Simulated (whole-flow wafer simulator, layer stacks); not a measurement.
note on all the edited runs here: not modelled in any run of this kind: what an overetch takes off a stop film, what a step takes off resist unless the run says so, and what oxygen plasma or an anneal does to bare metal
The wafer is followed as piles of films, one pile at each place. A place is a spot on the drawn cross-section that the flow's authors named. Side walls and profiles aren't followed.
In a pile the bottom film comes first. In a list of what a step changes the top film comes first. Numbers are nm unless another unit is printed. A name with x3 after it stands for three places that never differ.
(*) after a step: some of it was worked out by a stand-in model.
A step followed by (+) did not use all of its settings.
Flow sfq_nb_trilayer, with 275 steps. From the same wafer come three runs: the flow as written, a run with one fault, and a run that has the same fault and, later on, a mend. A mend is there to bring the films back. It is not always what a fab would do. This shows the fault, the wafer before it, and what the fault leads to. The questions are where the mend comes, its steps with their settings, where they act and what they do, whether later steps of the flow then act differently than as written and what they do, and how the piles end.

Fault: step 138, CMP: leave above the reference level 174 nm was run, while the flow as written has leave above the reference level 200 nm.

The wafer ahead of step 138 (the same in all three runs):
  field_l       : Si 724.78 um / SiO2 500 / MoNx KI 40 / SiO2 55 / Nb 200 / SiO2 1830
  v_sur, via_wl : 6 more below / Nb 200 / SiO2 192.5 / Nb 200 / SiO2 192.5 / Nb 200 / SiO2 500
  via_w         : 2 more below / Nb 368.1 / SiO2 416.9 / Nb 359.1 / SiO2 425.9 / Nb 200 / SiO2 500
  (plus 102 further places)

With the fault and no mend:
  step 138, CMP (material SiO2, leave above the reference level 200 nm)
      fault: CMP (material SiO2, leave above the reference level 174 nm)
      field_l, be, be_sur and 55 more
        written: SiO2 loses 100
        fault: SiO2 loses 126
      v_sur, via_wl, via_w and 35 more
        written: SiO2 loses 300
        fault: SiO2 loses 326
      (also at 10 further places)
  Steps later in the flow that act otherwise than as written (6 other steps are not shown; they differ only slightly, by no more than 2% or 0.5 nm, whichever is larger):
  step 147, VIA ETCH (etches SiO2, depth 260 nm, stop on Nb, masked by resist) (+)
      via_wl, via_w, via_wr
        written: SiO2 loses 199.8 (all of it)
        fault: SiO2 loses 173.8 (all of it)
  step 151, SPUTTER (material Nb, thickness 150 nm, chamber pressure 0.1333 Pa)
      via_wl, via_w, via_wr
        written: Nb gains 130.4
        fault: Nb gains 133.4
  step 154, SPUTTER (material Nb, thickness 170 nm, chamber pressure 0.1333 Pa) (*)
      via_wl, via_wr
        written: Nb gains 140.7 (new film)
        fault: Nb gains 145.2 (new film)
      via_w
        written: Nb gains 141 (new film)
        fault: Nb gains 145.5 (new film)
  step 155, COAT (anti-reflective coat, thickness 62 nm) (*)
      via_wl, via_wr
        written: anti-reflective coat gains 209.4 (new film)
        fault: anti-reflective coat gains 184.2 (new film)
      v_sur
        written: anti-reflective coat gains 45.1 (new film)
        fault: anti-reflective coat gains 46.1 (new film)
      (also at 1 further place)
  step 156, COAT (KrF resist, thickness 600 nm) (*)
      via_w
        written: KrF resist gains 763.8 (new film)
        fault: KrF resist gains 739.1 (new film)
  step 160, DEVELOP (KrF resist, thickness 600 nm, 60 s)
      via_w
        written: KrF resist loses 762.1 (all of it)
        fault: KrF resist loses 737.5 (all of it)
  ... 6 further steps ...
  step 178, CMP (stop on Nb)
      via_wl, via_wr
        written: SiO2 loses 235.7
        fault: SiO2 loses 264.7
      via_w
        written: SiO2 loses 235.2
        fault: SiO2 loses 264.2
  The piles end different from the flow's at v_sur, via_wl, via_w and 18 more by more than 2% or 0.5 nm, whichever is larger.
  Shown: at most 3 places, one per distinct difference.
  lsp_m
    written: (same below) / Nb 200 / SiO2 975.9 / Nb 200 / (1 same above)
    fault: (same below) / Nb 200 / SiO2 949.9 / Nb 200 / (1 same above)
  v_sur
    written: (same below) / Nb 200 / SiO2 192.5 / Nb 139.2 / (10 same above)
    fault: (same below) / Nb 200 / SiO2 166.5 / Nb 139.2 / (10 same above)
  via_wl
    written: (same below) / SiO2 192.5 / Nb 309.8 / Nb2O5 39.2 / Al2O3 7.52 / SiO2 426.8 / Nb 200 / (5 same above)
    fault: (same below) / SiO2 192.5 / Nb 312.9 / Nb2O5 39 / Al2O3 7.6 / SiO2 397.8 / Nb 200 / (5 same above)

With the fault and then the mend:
  The mend follows step 139.
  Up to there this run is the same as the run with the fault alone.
  step 139a, PECVD (material SiO2, thickness 26 nm, 150 C, 5.778 s, RF power 183.3 W, pressure 2.4 Torr, precursor SiH4/N2O) (a further turn of the flow's step 137, with different settings)
      field_l, v_sur, via_wl and 103 more
        SiO2 gains 26
  None of the later steps of the flow differs from how it acts as written, at any place that is followed, by more than 2% or 0.5 nm, whichever is larger.
  When the end is reached, the piles differ only a little from the flow's at the places that both follow, at most by 2% or 0.5 nm, whichever is larger.
